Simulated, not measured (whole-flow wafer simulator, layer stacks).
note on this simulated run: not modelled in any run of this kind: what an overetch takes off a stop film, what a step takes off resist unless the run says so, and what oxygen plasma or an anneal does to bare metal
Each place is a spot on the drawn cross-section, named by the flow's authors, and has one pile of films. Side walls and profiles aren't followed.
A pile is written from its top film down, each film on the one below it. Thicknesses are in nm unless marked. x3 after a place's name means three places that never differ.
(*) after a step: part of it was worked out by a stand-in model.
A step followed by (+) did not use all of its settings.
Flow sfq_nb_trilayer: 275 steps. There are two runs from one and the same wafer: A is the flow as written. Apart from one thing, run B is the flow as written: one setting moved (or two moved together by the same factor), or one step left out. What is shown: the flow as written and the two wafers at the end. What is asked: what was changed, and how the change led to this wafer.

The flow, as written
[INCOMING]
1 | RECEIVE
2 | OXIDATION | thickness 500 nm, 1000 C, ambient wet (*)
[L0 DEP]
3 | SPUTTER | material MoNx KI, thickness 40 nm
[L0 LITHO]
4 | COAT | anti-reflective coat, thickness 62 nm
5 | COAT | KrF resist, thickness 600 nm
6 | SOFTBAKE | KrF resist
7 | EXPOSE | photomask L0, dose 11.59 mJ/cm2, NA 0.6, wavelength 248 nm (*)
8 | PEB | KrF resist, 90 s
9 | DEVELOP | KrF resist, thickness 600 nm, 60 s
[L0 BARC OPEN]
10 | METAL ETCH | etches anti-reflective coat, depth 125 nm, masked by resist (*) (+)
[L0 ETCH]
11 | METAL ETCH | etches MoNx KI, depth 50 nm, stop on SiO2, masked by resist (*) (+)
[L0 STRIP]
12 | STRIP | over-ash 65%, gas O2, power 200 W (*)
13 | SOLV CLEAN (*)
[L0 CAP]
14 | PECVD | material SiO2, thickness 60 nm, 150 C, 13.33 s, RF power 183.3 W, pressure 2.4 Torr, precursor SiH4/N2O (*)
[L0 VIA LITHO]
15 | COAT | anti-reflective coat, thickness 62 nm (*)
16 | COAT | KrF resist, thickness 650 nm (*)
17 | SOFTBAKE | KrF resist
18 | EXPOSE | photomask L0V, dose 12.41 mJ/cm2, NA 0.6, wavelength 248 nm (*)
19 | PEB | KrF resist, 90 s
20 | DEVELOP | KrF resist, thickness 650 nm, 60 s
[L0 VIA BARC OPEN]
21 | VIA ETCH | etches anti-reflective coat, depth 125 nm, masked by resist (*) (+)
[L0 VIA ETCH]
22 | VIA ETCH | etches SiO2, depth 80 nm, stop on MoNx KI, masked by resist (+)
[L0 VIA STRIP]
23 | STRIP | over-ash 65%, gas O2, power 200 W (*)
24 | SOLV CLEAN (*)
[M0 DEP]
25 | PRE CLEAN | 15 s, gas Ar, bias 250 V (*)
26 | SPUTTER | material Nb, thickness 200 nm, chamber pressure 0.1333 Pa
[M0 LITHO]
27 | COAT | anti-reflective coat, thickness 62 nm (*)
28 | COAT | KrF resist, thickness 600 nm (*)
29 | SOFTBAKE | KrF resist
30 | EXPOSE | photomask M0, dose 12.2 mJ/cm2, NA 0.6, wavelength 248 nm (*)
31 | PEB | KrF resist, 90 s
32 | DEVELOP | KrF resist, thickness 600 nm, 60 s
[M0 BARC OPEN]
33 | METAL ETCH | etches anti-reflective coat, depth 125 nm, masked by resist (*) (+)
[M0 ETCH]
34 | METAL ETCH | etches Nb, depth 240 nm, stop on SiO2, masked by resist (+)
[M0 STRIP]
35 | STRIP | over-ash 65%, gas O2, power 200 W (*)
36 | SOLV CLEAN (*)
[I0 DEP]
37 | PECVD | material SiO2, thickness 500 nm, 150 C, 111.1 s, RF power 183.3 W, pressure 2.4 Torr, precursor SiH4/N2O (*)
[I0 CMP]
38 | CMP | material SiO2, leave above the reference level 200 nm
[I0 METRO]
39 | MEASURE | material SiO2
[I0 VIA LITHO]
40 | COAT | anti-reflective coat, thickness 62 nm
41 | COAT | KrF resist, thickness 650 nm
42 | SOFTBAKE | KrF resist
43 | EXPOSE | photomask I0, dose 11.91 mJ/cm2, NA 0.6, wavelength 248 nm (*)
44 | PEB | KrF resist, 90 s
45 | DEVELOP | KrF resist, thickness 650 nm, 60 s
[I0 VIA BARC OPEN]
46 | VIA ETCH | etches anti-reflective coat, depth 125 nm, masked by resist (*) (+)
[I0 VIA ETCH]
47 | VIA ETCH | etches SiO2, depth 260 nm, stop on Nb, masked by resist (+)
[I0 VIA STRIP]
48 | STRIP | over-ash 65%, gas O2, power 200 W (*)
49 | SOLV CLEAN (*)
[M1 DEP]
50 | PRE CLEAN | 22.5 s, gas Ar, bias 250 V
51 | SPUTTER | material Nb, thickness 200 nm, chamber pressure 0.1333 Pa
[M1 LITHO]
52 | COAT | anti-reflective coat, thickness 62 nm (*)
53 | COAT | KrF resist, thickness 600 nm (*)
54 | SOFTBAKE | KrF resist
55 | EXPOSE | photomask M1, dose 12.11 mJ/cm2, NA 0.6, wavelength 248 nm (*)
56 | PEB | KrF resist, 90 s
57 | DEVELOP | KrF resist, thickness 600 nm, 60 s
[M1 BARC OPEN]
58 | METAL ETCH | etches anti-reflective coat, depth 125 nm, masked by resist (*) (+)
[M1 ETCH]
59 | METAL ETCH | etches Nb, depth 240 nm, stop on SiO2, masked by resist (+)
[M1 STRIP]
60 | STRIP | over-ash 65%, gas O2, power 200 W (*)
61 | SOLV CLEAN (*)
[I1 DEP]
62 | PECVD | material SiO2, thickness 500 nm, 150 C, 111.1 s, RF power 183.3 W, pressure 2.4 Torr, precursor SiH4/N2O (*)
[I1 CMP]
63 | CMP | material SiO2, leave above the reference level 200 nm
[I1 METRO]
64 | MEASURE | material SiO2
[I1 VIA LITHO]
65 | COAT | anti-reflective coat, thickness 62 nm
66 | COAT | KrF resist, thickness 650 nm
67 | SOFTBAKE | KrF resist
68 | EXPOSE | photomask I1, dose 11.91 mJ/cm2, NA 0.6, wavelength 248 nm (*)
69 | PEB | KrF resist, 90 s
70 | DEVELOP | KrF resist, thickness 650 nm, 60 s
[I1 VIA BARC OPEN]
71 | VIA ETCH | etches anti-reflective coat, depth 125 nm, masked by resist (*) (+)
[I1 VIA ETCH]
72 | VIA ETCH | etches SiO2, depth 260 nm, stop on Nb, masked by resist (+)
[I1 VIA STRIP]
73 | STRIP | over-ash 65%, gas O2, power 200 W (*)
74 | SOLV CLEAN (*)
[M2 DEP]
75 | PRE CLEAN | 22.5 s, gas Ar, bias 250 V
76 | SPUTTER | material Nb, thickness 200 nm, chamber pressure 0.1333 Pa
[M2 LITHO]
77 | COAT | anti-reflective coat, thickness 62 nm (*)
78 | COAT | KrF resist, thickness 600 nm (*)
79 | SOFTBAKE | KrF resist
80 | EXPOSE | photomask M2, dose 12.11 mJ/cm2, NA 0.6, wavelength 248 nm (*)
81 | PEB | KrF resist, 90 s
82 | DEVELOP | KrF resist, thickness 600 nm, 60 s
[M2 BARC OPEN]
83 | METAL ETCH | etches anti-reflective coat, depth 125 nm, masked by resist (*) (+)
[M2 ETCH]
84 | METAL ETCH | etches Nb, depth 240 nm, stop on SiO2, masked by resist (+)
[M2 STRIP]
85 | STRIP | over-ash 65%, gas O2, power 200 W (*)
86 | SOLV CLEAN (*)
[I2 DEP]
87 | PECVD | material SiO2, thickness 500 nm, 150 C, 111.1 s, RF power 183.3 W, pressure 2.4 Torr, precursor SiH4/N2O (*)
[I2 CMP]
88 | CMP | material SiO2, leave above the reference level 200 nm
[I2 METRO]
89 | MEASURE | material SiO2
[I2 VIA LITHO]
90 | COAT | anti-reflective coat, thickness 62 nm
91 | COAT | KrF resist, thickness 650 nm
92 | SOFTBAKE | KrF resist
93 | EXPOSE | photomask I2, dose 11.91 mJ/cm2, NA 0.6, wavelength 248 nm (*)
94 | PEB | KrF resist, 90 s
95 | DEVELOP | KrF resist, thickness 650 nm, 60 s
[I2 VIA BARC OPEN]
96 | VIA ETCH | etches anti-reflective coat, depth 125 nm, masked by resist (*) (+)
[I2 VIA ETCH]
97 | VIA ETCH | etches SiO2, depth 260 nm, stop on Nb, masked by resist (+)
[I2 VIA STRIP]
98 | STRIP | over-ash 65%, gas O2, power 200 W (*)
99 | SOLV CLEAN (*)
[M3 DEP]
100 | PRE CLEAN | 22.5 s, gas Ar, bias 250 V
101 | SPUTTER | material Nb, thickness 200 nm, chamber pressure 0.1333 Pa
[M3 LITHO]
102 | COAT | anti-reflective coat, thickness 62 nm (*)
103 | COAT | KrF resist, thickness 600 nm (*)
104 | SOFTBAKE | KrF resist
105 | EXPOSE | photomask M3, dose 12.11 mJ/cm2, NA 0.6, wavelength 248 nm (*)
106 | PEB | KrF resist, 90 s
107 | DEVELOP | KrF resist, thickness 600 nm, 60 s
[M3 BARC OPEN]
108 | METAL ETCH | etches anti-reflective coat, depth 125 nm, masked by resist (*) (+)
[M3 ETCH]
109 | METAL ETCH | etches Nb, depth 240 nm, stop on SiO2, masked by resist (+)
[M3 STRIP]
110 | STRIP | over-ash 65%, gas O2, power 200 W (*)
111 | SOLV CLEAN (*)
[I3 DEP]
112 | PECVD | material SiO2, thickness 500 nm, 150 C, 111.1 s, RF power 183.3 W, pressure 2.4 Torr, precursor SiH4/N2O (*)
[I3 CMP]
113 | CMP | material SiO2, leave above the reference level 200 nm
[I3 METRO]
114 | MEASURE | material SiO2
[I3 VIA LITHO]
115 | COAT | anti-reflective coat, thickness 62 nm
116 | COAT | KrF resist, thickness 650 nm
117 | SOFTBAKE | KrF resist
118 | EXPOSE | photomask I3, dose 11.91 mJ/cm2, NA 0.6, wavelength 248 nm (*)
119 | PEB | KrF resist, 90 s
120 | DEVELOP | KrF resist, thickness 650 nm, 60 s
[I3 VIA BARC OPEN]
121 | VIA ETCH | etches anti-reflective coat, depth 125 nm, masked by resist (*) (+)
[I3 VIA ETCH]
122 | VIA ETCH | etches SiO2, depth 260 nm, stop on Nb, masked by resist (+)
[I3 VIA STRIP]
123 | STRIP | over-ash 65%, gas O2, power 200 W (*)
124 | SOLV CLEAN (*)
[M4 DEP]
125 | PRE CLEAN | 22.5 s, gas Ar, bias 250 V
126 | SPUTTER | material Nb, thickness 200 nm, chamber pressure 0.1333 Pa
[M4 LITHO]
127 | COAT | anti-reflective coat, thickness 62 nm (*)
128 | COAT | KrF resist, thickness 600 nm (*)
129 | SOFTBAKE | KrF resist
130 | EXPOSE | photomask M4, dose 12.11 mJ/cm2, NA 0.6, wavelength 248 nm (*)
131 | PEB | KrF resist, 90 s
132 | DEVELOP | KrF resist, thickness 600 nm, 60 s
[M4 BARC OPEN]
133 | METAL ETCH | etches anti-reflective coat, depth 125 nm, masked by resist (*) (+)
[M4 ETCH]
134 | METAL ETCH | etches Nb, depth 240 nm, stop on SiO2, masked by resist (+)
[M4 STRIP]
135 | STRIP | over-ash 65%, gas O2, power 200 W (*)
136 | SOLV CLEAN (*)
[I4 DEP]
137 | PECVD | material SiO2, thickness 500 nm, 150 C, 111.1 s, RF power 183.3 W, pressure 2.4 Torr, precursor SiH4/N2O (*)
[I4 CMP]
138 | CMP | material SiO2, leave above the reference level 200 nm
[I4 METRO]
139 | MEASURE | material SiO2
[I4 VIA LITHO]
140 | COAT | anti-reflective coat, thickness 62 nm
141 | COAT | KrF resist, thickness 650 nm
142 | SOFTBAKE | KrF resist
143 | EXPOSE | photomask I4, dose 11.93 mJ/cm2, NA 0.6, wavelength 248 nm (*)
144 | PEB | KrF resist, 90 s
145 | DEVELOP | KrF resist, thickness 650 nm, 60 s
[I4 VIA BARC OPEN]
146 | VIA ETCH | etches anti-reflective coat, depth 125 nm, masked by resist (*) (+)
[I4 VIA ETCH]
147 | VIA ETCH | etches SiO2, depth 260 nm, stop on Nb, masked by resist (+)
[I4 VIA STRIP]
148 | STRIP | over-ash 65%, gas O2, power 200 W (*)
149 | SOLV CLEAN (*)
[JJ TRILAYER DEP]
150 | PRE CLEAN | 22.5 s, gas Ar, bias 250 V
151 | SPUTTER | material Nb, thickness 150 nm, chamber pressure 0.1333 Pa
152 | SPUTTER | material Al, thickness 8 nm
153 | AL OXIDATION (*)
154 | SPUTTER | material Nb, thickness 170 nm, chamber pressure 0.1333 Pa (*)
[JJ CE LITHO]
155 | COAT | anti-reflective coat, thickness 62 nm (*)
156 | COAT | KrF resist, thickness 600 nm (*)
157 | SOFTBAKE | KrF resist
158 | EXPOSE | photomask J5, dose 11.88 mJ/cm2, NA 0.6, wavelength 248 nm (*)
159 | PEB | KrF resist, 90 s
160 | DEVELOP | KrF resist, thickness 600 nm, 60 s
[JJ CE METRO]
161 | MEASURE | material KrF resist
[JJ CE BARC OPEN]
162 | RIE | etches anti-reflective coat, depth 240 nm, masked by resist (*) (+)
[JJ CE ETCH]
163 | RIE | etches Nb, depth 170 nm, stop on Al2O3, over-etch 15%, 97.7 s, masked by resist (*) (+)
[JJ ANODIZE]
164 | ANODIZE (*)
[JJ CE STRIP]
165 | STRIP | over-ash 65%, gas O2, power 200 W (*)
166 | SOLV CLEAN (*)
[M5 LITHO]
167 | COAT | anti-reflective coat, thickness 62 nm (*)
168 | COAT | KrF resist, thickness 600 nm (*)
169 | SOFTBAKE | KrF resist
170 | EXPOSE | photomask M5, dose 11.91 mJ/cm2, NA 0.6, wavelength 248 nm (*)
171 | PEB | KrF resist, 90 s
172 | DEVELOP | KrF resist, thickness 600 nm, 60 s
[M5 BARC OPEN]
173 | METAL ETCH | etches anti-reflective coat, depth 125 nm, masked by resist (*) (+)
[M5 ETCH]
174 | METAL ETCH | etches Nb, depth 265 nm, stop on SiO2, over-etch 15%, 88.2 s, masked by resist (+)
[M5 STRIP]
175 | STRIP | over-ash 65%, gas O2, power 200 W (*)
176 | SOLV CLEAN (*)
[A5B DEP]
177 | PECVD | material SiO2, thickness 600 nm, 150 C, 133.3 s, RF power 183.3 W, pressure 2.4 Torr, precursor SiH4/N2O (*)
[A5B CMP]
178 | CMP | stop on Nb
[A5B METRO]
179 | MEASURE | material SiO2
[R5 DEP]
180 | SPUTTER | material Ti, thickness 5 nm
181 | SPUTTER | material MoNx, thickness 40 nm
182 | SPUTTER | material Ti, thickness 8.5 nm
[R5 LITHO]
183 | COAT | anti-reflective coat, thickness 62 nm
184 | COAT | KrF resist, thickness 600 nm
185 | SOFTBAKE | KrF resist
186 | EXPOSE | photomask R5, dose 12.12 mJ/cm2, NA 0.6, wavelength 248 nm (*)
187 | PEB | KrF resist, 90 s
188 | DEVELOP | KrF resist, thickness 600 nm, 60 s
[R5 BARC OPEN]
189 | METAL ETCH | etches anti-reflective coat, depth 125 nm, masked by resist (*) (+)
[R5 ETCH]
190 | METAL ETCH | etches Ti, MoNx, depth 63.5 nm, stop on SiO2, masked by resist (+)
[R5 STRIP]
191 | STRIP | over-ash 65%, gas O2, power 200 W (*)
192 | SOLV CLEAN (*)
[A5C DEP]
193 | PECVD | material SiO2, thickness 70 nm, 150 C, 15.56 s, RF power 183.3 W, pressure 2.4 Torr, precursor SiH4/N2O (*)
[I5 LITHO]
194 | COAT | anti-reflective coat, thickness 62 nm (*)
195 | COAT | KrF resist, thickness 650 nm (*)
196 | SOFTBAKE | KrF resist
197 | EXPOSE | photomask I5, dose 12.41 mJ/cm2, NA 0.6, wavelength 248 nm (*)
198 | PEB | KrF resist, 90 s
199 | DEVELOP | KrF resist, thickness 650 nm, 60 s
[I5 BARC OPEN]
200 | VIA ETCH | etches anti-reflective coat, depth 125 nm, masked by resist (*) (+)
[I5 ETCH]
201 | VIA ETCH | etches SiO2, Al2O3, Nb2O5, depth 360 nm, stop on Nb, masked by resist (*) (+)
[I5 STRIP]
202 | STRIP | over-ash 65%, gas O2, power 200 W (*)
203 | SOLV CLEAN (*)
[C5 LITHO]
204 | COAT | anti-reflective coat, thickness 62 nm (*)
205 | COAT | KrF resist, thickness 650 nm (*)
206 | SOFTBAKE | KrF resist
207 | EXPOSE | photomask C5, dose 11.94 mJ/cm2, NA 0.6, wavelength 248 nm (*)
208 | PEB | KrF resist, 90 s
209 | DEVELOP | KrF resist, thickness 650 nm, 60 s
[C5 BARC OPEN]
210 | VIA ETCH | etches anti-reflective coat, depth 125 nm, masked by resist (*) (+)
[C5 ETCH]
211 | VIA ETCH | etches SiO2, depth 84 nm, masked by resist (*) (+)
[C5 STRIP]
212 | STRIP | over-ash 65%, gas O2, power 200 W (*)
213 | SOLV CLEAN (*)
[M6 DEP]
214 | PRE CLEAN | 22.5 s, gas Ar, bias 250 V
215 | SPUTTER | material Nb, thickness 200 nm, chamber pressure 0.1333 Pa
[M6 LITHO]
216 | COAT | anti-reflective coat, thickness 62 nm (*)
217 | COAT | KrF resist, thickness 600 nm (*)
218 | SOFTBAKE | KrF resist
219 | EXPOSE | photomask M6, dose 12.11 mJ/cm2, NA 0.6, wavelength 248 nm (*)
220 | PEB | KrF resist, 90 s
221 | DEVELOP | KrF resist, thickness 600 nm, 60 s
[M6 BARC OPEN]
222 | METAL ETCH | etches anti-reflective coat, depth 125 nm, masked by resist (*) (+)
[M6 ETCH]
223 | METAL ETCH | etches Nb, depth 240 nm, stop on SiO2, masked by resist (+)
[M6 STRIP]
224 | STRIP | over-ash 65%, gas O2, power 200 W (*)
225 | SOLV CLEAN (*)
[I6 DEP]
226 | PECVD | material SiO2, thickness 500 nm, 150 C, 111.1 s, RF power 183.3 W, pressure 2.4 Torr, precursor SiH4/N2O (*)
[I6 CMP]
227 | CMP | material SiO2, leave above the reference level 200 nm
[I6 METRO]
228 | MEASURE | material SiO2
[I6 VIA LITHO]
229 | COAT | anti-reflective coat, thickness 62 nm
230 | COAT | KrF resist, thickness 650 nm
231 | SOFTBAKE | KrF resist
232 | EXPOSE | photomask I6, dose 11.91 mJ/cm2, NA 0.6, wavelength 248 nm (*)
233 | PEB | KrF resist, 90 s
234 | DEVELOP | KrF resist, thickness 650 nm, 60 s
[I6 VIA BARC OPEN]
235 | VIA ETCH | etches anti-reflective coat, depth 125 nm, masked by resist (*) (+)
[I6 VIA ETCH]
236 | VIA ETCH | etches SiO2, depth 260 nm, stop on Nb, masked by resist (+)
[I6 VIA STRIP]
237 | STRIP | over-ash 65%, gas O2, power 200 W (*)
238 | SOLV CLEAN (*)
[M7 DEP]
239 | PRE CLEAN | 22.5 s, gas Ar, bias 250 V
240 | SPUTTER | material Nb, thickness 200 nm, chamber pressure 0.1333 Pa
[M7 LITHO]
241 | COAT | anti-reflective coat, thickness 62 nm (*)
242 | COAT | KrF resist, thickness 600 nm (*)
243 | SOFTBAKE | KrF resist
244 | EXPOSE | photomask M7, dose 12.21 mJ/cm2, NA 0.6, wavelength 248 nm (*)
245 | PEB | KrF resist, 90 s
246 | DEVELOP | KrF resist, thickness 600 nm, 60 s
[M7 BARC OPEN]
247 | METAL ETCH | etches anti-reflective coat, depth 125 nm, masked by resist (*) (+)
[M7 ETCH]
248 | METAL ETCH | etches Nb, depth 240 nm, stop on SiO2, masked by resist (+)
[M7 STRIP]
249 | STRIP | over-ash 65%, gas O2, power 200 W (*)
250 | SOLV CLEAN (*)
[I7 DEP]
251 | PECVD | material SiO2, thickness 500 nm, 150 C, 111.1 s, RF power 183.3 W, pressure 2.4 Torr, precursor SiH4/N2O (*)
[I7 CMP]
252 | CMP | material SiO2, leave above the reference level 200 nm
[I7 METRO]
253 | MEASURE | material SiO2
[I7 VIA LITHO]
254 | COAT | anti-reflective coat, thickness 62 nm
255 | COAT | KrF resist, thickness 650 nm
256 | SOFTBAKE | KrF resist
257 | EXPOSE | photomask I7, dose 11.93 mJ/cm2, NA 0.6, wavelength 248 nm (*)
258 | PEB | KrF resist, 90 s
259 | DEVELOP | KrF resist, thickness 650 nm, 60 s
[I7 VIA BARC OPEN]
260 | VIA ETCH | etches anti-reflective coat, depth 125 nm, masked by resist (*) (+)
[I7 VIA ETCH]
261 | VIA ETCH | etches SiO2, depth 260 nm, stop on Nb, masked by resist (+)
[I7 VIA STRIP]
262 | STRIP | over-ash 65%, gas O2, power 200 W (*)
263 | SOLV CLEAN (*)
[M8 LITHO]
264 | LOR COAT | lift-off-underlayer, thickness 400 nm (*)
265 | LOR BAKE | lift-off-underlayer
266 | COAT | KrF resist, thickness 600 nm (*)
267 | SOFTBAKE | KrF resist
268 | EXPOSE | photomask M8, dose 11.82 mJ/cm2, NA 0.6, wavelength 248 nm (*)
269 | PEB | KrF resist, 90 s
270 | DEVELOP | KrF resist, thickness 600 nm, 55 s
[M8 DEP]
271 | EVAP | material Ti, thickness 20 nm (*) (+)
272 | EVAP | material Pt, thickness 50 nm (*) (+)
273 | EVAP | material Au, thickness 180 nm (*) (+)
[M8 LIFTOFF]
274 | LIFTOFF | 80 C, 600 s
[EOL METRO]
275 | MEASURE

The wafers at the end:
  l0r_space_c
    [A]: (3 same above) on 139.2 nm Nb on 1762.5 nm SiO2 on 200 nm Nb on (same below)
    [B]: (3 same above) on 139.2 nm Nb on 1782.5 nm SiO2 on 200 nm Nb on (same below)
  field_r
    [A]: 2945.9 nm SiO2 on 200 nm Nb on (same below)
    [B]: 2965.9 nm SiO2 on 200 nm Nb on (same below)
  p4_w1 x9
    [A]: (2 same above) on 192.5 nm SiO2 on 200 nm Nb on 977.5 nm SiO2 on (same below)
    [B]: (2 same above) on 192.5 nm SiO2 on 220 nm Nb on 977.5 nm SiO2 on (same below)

What caused this: step 101, SPUTTER: thickness 220 nm was run, whereas the flow has thickness 200 nm.
One can read it off the wafer: p4_w1 x9 has Nb 220, and step 101 as written asks for 200 nm.

How this came from the change, step by step:
  101 | SPUTTER | material Nb, thickness 200 nm, chamber pressure 0.1333 Pa
      field_l, v_sur, via_wl and 102 more: A Nb gains 200 (new film) | B Nb gains 220 (new film)
      via_w: A Nb gains 165.5 | B Nb gains 182.3
  109 | METAL ETCH | etches Nb, depth 240 nm, stop on SiO2, masked by resist (+)
      field_l, be, be_sur and 72 more: A Nb loses 200 (all of it) | B Nb loses 220 (all of it)
  112 | PECVD | material SiO2, thickness 500 nm, 150 C, 111.1 s, RF power 183.3 W, pressure 2.4 Torr, precursor SiH4/N2O (*)
      p4_g1 x2, p3_s0 x6: A SiO2 gains 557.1 | B SiO2 gains 577.1
  113 | CMP | material SiO2, leave above the reference level 200 nm
      field_l, be, be_sur and 64 more: A SiO2 loses 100 | B SiO2 loses 80
